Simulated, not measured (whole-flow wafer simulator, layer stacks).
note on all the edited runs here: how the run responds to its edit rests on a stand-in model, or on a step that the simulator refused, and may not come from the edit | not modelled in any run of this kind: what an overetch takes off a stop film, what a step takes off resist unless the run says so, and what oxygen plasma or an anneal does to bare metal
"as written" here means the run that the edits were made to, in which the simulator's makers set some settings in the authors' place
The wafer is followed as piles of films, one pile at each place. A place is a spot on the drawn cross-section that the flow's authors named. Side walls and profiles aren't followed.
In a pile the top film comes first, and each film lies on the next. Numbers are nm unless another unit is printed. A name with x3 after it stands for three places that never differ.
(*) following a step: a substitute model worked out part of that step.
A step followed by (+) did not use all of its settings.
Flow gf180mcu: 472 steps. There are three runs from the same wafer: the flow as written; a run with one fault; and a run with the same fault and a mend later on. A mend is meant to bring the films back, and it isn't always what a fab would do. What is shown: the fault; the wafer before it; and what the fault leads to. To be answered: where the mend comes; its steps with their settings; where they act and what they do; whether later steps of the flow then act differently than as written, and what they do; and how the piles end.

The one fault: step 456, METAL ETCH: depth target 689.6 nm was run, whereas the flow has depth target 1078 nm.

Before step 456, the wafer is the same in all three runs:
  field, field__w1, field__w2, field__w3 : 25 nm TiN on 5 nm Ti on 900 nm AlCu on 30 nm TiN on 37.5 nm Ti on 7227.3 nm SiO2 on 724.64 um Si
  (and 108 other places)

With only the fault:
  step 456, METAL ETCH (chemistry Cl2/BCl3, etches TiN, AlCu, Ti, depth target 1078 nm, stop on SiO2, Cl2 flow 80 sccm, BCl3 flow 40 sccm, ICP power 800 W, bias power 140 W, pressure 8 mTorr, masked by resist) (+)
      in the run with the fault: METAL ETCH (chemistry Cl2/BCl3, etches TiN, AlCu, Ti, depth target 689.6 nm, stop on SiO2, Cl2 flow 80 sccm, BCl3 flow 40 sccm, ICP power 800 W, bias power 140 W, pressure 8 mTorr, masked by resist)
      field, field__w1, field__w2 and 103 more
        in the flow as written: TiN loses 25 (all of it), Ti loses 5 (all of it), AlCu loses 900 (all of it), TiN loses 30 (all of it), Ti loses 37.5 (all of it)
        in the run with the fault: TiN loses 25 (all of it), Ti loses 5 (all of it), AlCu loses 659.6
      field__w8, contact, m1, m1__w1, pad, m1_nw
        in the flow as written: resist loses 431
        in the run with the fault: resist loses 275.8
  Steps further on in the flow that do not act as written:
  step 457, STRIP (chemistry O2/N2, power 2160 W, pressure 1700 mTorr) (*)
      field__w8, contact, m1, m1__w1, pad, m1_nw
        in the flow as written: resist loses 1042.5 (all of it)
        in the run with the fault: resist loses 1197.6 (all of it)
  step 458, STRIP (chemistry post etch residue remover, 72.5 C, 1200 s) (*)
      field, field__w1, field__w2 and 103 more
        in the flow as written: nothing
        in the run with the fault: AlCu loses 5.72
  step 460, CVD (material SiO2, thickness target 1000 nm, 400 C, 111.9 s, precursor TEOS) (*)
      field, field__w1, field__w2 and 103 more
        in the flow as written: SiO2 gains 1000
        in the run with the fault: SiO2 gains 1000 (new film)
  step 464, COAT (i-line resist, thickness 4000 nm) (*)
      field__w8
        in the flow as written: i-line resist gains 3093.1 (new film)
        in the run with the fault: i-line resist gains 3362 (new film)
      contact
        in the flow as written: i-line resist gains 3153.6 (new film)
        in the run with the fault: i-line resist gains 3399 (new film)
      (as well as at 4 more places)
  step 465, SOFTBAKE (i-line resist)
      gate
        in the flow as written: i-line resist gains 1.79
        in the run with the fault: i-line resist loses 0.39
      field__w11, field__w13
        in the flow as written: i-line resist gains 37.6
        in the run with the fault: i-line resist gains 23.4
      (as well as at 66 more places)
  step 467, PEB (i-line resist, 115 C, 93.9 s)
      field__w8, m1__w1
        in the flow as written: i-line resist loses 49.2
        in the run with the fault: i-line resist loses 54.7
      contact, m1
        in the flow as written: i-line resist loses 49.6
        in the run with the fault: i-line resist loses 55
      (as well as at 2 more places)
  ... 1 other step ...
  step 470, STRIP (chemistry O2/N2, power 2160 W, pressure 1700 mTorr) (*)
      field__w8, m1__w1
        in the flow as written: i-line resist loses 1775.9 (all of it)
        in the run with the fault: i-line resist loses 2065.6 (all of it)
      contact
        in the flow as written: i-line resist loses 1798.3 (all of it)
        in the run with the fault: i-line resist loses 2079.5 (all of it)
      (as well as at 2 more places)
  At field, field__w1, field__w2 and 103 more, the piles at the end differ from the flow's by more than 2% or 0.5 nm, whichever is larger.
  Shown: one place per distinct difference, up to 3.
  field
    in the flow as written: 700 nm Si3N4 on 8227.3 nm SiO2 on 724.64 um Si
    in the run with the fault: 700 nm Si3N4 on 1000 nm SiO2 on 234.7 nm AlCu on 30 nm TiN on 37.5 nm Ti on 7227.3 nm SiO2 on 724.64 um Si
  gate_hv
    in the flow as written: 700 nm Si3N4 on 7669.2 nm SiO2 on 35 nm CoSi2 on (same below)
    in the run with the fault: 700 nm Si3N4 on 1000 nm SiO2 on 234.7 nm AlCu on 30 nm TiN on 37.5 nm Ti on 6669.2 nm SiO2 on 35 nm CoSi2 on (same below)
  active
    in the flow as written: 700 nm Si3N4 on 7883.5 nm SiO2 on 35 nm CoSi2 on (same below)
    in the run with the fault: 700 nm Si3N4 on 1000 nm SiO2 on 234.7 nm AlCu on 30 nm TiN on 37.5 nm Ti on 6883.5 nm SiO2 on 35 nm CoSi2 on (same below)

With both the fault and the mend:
  After step 458 comes the mend.
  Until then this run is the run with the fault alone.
  step 458a, DEHYDRATE (200 C, 60 s) (the flow's step 449, run once more)
      leaves every film unchanged at each place that is followed
  step 458b, HMDS (120 C, 60 s) (the flow's step 450, run once more)
      leaves every film unchanged at each place that is followed
  step 458c, COAT (resist, thickness 1500 nm) (*) (the flow's step 451, run once more)
      iso_ptap_pw, iso_ntap_nw, iso_nw_fld and 33 more
        resist gains 1500 (new film)
      field_sub, field_sub__w2, field_sub__w3 and 11 more
        resist gains 1508.9 (new film)
      p_well, sti, spacer, sd_n, mim_1p0, dice_street
        resist gains 1503.3 (new film)
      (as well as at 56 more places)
  step 458d, SOFTBAKE (resist) (the flow's step 452, run once more)
      mim, ld_drn_n
        resist loses 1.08
      ld_gate_n, gate_hv5
        resist loses 1.46
      ld_gate_p, nw_enc_fld_lv__w4
        resist loses 0.37
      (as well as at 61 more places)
  step 458e, EXPOSE (photomask MetalTop) (the flow's step 453, run once more)
      leaves every film unchanged at each place that is followed
  step 458f, PEB (resist, 70.3 s) (the flow's step 454, run once more)
      field__w2, field__w3, field__w5 and 43 more
        resist loses 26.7
      iso_ptap_pw, iso_ntap_nw, iso_nw_fld and 33 more
        resist loses 26.5
      p_well, sti, spacer, sd_n, mim_1p0, dice_street
        resist loses 26.6
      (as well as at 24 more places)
  step 458g, DEVELOP (thickness 1500 nm, 60 s) (the flow's step 455, run once more)
      iso_ptap_pw, iso_ntap_nw, iso_nw_fld and 33 more
        resist loses 1473.5 (all of it)
      field__w2, field__w3, field__w12, ld_acc_p, ld_fp_p, ld_drift_p, ppoly_sal
        resist loses 1482 (all of it)
      p_well, sti, spacer, sd_n, mim_1p0, dice_street
        resist loses 1476.8 (all of it)
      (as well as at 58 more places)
  step 458h, METAL ETCH (chemistry Cl2/BCl3, etches TiN, AlCu, Ti, depth target 387.9 nm, stop on SiO2, Cl2 flow 80 sccm, BCl3 flow 40 sccm, ICP power 800 W, bias power 140 W, pressure 8 mTorr, masked by resist) (+) (the flow's step 456, run once more with other settings)
      field, field__w1, field__w2 and 103 more
        AlCu loses 234.7 (all of it), TiN loses 30 (all of it), Ti loses 37.5 (all of it)
      field__w8, contact, m1, m1__w1, pad, m1_nw
        resist loses 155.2
  step 458i, STRIP (chemistry O2/N2, power 2160 W, pressure 1700 mTorr) (*) (the flow's step 457, run once more)
      field__w8
        resist loses 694 (all of it)
      contact
        resist loses 692.1 (all of it)
      m1
        resist loses 692.4 (all of it)
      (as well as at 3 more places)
  step 458j, STRIP (chemistry post etch residue remover, 72.5 C, 1200 s) (*) (the flow's step 458, run once more)
      field__w8, contact, m1, m1__w1, pad, m1_nw
        TiN loses 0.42
  Later steps of the flow that are run all act as written at every place that is followed, up to a difference of at most 2% or 0.5 nm, whichever is larger.
  The piles end only slightly different from the flow's at the places that both follow, by no more than 2% or 0.5 nm, whichever is larger.
